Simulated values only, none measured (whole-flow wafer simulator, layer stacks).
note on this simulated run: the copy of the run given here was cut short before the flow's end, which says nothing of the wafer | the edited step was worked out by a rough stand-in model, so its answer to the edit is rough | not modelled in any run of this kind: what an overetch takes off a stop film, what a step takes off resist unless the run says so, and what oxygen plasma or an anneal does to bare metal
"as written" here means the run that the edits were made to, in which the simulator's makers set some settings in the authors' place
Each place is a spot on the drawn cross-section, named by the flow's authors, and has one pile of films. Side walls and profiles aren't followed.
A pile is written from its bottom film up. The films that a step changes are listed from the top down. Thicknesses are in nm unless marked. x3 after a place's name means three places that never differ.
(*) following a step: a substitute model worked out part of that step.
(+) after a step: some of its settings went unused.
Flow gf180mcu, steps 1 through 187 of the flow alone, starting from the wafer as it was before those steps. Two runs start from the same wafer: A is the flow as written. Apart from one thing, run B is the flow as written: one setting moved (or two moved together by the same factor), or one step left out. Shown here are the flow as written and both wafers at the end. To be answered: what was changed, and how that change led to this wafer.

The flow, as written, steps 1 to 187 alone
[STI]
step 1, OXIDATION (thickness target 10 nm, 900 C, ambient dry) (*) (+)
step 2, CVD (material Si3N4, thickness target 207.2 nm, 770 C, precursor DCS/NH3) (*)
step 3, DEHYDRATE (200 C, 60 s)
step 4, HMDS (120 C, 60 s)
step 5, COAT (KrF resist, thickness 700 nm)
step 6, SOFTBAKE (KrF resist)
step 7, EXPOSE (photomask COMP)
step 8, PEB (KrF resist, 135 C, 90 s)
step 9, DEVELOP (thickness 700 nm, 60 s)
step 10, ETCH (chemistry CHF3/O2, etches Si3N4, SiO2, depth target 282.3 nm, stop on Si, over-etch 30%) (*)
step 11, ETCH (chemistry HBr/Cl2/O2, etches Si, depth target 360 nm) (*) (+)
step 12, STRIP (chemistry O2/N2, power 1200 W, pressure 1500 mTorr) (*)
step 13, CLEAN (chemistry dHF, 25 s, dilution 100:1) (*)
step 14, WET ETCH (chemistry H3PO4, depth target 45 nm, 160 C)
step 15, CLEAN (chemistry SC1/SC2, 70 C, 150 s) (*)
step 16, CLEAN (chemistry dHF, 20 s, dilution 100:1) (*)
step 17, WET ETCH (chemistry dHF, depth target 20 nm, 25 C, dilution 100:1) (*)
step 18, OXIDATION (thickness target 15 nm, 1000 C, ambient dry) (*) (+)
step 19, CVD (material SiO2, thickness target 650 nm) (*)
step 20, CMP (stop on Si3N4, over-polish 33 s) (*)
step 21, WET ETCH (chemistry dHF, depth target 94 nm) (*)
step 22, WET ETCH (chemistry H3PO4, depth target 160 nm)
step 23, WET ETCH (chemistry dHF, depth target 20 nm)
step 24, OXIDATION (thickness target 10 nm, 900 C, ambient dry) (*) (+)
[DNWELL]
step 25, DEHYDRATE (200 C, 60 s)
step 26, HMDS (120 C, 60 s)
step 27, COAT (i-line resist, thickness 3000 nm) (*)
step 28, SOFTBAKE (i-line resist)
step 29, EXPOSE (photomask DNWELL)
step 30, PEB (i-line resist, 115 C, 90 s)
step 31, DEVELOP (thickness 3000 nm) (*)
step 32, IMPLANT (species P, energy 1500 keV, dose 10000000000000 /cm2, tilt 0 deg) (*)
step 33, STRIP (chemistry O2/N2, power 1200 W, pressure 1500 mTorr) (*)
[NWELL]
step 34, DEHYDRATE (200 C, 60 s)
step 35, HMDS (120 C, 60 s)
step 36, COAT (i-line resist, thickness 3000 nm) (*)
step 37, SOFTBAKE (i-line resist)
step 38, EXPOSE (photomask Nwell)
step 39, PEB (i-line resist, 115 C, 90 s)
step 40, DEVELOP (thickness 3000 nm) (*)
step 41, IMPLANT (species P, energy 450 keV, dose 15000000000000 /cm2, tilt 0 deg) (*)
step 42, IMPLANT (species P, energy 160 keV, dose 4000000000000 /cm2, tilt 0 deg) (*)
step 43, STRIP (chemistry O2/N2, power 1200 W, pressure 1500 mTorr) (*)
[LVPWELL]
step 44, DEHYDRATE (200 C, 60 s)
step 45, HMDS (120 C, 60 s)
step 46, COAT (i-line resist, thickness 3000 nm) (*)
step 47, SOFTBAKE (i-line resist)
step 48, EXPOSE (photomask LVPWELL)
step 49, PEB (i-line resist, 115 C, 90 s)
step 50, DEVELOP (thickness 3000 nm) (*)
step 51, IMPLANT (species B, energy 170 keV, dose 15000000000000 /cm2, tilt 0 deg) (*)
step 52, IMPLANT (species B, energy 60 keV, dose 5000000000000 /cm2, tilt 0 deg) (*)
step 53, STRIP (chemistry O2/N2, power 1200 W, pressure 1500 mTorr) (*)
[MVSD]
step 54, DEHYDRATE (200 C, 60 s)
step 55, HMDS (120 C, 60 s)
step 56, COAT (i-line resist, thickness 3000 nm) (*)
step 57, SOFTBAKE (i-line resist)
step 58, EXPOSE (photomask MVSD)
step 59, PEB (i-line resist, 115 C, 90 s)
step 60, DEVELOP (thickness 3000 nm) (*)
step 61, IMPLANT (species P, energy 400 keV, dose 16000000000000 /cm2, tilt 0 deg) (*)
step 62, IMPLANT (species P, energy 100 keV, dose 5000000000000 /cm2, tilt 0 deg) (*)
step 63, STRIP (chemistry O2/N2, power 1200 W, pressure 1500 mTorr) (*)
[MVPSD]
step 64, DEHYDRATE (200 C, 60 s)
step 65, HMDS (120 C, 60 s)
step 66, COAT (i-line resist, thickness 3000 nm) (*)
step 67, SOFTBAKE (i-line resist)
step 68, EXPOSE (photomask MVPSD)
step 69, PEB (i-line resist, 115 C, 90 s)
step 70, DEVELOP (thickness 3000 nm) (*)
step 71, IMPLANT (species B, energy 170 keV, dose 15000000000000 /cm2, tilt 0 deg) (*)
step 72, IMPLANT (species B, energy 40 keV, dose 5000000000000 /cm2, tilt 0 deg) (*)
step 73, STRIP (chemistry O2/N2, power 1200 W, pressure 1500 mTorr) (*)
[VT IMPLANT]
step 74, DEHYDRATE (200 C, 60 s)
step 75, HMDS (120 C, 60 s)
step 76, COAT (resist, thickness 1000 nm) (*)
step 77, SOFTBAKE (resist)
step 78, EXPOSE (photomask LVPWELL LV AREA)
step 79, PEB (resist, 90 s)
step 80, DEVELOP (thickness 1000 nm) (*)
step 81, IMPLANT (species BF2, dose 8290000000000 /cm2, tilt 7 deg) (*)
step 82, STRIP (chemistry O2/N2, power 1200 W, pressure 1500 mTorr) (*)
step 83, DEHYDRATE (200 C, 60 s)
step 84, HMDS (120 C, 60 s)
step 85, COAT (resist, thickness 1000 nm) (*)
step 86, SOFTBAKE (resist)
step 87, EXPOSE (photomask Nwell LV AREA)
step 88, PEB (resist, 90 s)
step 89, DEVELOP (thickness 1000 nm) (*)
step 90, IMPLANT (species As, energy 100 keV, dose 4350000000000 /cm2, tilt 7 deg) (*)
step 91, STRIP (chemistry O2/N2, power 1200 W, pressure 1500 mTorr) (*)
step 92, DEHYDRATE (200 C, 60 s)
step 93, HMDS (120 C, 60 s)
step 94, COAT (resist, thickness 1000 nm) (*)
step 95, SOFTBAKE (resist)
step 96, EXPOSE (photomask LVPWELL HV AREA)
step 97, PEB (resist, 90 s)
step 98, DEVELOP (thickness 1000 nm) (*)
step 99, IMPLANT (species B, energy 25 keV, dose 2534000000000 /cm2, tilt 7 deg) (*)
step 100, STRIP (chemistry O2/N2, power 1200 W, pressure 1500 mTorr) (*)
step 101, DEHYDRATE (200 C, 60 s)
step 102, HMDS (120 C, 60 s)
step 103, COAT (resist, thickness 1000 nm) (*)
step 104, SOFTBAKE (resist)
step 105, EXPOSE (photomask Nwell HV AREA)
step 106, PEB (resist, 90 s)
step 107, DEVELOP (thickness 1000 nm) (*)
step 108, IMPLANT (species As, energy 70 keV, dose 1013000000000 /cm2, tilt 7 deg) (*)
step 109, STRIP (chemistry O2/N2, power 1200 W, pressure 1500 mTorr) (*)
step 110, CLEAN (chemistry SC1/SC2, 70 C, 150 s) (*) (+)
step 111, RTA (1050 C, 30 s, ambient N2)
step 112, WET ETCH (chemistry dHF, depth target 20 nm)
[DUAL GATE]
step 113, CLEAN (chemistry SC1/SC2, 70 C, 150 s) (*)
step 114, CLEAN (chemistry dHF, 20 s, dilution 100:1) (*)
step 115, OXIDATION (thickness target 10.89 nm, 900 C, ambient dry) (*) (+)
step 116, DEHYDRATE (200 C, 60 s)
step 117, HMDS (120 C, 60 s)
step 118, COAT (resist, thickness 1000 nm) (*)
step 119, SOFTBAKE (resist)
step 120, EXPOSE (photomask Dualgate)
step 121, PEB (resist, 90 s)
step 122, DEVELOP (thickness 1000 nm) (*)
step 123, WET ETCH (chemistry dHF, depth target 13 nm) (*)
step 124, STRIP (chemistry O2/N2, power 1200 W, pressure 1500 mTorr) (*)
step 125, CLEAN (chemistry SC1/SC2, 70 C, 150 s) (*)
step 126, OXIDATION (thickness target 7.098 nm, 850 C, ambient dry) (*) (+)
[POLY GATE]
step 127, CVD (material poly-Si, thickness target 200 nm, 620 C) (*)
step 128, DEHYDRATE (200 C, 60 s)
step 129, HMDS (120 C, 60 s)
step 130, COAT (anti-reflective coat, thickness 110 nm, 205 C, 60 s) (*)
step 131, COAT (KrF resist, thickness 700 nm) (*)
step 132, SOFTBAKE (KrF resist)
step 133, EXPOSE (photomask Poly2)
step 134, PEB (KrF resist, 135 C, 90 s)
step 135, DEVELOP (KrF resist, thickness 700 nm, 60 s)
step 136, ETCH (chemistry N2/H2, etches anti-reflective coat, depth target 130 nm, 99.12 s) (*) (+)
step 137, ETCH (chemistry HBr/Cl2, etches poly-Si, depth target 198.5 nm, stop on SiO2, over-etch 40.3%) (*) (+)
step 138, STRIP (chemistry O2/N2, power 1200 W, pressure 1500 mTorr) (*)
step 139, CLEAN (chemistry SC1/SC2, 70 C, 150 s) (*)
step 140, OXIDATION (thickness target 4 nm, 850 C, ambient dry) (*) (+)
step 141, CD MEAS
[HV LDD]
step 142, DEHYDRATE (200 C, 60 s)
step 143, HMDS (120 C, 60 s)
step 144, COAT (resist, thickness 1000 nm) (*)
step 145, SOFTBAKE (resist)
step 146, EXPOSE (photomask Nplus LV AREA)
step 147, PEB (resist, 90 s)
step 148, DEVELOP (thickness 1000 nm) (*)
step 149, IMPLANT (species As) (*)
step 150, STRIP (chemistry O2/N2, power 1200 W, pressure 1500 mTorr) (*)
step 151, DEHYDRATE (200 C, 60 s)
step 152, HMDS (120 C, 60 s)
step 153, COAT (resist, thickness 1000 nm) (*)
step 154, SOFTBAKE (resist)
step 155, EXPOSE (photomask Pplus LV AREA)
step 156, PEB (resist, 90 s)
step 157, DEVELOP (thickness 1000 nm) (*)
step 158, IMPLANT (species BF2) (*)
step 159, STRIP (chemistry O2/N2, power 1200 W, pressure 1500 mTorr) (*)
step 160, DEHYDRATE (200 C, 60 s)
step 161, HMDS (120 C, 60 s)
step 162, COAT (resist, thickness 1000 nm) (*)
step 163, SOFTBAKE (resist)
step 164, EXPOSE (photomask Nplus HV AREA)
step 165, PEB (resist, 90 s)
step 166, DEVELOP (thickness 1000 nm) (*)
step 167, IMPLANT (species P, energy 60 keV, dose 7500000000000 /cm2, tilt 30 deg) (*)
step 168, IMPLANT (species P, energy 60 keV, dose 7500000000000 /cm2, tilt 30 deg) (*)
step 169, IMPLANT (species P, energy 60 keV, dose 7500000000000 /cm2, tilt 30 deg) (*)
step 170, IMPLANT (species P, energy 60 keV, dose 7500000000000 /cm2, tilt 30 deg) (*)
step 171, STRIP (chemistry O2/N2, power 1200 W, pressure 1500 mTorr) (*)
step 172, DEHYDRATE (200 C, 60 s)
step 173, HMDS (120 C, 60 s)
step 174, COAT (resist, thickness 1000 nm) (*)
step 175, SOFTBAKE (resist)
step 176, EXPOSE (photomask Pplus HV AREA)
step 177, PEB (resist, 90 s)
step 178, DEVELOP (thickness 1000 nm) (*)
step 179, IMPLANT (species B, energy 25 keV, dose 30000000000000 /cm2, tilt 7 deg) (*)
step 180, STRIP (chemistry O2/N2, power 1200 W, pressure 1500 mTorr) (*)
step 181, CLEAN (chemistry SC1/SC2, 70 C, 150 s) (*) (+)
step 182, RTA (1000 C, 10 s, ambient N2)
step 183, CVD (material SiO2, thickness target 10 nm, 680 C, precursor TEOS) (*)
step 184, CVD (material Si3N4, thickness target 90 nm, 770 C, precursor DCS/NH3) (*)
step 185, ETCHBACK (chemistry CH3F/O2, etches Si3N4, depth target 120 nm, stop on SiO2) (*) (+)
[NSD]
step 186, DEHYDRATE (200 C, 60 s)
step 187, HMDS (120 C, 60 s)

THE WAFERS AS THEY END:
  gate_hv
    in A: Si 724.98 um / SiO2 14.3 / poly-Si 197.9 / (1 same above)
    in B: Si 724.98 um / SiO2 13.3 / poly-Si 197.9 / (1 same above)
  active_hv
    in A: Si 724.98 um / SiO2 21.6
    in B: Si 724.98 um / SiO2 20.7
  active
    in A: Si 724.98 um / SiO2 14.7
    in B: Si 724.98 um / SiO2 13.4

Cause: step 126, OXIDATION: 827 C was run, while the flow as written has 850 C.

How this came from the change, step by step:
  step 126, OXIDATION (thickness target 7.098 nm, 850 C, ambient dry) (*) (+)
      gate_hv, active_hv, active_nat and 25 more: A +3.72 SiO2, -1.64 Si | B +2.79 SiO2, -1.23 Si
      active, n_well, p_well and 12 more: A +7.1 SiO2 (new film), -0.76 chemical SiO2 (all of it), -2.79 Si | B +5.73 SiO2 (new film), -0.76 chemical SiO2 (all of it), -2.19 Si
